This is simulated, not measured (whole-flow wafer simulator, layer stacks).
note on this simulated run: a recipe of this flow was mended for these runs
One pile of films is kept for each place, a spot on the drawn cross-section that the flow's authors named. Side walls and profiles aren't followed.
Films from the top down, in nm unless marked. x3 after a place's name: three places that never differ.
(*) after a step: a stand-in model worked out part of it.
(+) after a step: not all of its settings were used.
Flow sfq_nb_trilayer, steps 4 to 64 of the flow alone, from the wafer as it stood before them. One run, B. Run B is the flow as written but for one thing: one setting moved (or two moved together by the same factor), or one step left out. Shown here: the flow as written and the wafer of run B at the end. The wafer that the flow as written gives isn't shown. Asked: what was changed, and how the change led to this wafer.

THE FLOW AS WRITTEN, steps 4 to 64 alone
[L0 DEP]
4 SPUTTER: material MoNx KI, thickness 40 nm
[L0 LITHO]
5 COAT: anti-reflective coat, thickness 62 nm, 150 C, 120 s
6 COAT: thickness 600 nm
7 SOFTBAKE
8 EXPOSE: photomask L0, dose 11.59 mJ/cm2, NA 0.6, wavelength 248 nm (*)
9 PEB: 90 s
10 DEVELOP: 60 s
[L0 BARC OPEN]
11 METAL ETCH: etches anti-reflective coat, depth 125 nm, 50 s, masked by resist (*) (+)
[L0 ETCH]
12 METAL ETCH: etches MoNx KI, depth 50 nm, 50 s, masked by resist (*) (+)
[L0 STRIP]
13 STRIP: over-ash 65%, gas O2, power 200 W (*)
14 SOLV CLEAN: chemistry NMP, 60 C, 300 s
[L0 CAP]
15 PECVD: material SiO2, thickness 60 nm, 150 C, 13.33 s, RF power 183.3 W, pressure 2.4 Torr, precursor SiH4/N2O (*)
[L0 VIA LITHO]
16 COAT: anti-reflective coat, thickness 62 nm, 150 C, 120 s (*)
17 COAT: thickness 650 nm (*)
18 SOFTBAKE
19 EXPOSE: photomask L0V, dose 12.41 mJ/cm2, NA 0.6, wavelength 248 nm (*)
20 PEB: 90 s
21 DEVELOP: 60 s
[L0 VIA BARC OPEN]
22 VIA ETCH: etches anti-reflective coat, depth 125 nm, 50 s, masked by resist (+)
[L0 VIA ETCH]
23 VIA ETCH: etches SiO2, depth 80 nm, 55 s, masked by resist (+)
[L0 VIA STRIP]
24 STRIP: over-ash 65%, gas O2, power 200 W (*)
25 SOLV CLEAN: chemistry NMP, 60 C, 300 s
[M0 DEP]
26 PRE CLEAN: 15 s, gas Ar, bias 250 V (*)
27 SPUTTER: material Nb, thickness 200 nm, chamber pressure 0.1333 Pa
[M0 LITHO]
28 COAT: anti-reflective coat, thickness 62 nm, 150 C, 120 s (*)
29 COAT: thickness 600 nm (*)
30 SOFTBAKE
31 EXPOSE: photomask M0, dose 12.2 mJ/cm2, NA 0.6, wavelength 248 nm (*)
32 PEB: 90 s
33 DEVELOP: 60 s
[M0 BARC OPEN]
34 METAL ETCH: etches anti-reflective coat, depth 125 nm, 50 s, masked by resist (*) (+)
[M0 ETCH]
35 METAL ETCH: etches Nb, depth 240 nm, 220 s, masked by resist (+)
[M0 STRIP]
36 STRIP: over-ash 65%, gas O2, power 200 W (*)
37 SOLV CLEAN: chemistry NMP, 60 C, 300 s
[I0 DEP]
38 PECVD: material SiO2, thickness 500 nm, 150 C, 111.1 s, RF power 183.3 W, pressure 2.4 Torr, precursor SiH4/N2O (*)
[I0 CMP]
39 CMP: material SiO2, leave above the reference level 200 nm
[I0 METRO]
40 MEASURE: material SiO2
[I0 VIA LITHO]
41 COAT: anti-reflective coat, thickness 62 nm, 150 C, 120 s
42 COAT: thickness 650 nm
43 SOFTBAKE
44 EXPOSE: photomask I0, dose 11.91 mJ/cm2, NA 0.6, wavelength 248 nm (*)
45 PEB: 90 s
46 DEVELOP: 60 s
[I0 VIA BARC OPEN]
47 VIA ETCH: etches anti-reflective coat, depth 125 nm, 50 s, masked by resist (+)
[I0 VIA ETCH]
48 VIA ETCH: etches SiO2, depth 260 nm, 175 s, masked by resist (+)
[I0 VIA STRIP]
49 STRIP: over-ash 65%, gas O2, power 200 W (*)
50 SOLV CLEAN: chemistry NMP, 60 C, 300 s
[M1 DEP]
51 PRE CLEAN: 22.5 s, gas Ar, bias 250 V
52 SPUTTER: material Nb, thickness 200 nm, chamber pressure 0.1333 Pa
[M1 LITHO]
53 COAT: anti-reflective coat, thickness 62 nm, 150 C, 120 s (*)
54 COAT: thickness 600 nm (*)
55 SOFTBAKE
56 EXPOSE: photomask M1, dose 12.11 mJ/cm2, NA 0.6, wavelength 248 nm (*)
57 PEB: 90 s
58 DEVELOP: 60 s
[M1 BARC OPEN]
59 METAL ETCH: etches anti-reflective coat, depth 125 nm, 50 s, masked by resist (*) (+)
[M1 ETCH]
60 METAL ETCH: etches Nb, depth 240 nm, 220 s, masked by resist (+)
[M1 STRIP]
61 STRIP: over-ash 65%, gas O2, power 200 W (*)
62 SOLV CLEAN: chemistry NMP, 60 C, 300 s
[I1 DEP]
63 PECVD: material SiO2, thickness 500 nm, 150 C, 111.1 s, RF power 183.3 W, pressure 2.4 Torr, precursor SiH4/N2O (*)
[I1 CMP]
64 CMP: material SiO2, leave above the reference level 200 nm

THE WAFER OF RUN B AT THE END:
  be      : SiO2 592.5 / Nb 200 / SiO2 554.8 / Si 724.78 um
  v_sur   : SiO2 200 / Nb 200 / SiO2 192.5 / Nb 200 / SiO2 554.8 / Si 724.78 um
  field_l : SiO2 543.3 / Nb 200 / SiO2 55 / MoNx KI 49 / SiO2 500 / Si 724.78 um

The cause: step 4, SPUTTER: thickness 49 nm was run, where the flow has thickness 40 nm.
It can be read off the wafer: field_l has MoNx KI 49, and step 4 as written asks for 40 nm.

How the change led to this, step by step:
  4 SPUTTER: material MoNx KI, thickness 40 nm
      field_l, v_sur, via_wl and 103 more: MoNx KI +49 (new film) (as written it would be: MoNx KI +40 (new film))
  12 METAL ETCH: etches MoNx KI, depth 50 nm, 50 s, masked by resist (*) (+)
      v_sur, via_wl, via_w and 97 more: MoNx KI -49 (all of it), SiO2 -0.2 (as written it would be: MoNx KI -40 (all of it), SiO2 -2)
  16 COAT: anti-reflective coat, thickness 62 nm, 150 C, 120 s (*)
      field_l: anti-reflective coat +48 (new film) (as written it would be: anti-reflective coat +50 (new film))
      v_sur: anti-reflective coat +80.9 (new film) (as written it would be: anti-reflective coat +78.1 (new film))
      (and at 4 more places)
  24 STRIP: over-ash 65%, gas O2, power 200 W (*)
      field_l: KrF-resist-other-grade -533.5 (all of it), anti-reflective coat -48 (all of it) (as written it would be: KrF-resist-other-grade -534.7 (all of it), anti-reflective coat -50 (all of it))
      v_sur: KrF-resist-other-grade -545.1 (all of it), anti-reflective coat -80.9 (all of it) (as written it would be: KrF-resist-other-grade -544.6 (all of it), anti-reflective coat -78.1 (all of it))
      (and at 4 more places)
  28 COAT: anti-reflective coat, thickness 62 nm, 150 C, 120 s (*)
      field_l: anti-reflective coat +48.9 (new film) (as written it would be: anti-reflective coat +50.5 (new film))
      v_sur: anti-reflective coat +81 (new film) (as written it would be: anti-reflective coat +78.2 (new film))
      (and at 4 more places)
  36 STRIP: over-ash 65%, gas O2, power 200 W (*)
      field_l: KrF-resist-other-grade -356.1 (all of it), anti-reflective coat -48.9 (all of it) (as written it would be: KrF-resist-other-grade -357.4 (all of it), anti-reflective coat -50.5 (all of it))
      v_sur: KrF-resist-other-grade -368.1 (all of it), anti-reflective coat -81 (all of it) (as written it would be: KrF-resist-other-grade -367.4 (all of it), anti-reflective coat -78.2 (all of it))
      (and at 4 more places)
  39 CMP: material SiO2, leave above the reference level 200 nm
      field_l, l0_sur, l0r_line_l, l0r_line_c, l0r_line_r: SiO2 -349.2 (as written it would be: SiO2 -342)
      l0v: SiO2 -284.6 (as written it would be: SiO2 -277.4)
